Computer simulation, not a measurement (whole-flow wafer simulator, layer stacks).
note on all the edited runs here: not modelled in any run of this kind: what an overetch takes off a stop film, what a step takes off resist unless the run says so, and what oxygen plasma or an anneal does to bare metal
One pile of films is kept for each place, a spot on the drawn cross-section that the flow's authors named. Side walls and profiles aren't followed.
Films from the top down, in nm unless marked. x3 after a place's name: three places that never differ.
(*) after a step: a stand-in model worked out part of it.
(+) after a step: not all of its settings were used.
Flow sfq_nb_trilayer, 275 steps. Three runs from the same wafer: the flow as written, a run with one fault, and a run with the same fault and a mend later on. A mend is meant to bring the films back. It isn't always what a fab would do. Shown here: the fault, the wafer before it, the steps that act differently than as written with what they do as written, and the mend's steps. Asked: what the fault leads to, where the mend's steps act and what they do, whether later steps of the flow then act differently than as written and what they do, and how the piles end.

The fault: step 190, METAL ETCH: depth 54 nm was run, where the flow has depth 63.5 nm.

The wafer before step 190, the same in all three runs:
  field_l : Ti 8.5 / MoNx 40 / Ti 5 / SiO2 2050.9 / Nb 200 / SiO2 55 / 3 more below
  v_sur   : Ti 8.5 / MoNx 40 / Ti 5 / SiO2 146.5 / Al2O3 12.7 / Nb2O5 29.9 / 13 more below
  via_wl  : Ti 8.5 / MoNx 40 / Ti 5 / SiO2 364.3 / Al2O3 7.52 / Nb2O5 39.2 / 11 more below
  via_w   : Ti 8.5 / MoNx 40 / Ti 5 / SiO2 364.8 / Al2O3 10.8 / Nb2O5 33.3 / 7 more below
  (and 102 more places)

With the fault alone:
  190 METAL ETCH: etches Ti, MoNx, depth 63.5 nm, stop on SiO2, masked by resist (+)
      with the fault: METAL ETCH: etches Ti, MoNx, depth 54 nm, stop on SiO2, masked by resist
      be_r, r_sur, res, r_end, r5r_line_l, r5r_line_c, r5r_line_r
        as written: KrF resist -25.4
        with the fault: KrF resist -21.6
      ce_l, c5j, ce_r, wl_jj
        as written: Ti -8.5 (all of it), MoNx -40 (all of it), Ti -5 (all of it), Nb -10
        with the fault: Ti -8.5 (all of it), MoNx -40 (all of it), Ti -5 (all of it), Nb -0.5
  Later steps of the flow that act differently than as written (11 more steps differ only slightly, by at most 2% or 0.5 nm, whichever is larger, and aren't shown):
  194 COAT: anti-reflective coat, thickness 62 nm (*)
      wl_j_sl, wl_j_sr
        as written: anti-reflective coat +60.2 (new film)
        with the fault: anti-reflective coat +61.9 (new film)
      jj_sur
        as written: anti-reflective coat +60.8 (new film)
        with the fault: anti-reflective coat +62.6 (new film)
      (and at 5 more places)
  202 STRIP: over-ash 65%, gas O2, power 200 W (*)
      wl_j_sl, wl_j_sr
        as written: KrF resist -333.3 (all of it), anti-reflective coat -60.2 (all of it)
        with the fault: KrF resist -333.1 (all of it), anti-reflective coat -61.9 (all of it)
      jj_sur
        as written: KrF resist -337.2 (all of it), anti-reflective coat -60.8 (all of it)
        with the fault: KrF resist -337 (all of it), anti-reflective coat -62.6 (all of it)
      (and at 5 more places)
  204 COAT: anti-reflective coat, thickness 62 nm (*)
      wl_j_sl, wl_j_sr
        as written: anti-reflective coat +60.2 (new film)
        with the fault: anti-reflective coat +61.9 (new film)
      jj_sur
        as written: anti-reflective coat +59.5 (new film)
        with the fault: anti-reflective coat +61.2 (new film)
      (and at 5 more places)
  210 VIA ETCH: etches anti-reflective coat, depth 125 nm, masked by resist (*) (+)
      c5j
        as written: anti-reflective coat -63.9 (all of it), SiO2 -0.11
        with the fault: anti-reflective coat -61.5 (all of it), SiO2 -0.12
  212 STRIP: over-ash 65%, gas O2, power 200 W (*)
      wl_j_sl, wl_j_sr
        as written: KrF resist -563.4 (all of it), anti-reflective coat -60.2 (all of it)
        with the fault: KrF resist -563.2 (all of it), anti-reflective coat -61.9 (all of it)
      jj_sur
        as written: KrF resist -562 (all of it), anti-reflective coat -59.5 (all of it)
        with the fault: KrF resist -561.8 (all of it), anti-reflective coat -61.2 (all of it)
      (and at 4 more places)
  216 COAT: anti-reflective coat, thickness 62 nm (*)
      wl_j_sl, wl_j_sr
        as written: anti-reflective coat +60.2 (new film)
        with the fault: anti-reflective coat +61.9 (new film)
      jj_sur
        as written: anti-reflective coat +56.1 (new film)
        with the fault: anti-reflective coat +58.5 (new film)
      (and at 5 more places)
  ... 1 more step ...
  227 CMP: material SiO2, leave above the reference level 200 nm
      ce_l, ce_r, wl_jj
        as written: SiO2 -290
        with the fault: SiO2 -299.5
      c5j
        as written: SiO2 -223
        with the fault: SiO2 -232.5
  At the end the piles differ from the flow's by more than 2% or 0.5 nm, whichever is larger, at ce_l, c5j, ce_r, wl_jj.
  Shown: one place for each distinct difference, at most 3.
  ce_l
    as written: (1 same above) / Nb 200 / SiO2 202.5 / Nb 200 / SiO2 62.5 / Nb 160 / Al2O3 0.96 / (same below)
    with the fault: (1 same above) / Nb 200 / SiO2 193 / Nb 200 / SiO2 62.5 / Nb 169.5 / Al2O3 0.96 / (same below)
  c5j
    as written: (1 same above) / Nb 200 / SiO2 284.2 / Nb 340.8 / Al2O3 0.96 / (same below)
    with the fault: (1 same above) / Nb 200 / SiO2 274.7 / Nb 350.3 / Al2O3 0.96 / (same below)

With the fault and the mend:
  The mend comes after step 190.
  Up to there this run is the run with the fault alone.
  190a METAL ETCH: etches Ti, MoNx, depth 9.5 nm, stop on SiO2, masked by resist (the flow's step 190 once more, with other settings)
      be_r, r_sur, res, r_end, r5r_line_l, r5r_line_c, r5r_line_r
        KrF resist -3.8
      ce_l, c5j, ce_r, wl_jj
        Nb -9.5
  No later step of the flow acts differently than as written at any place that is followed.
  At the end the piles are the same as the flow's at every place that both follow.
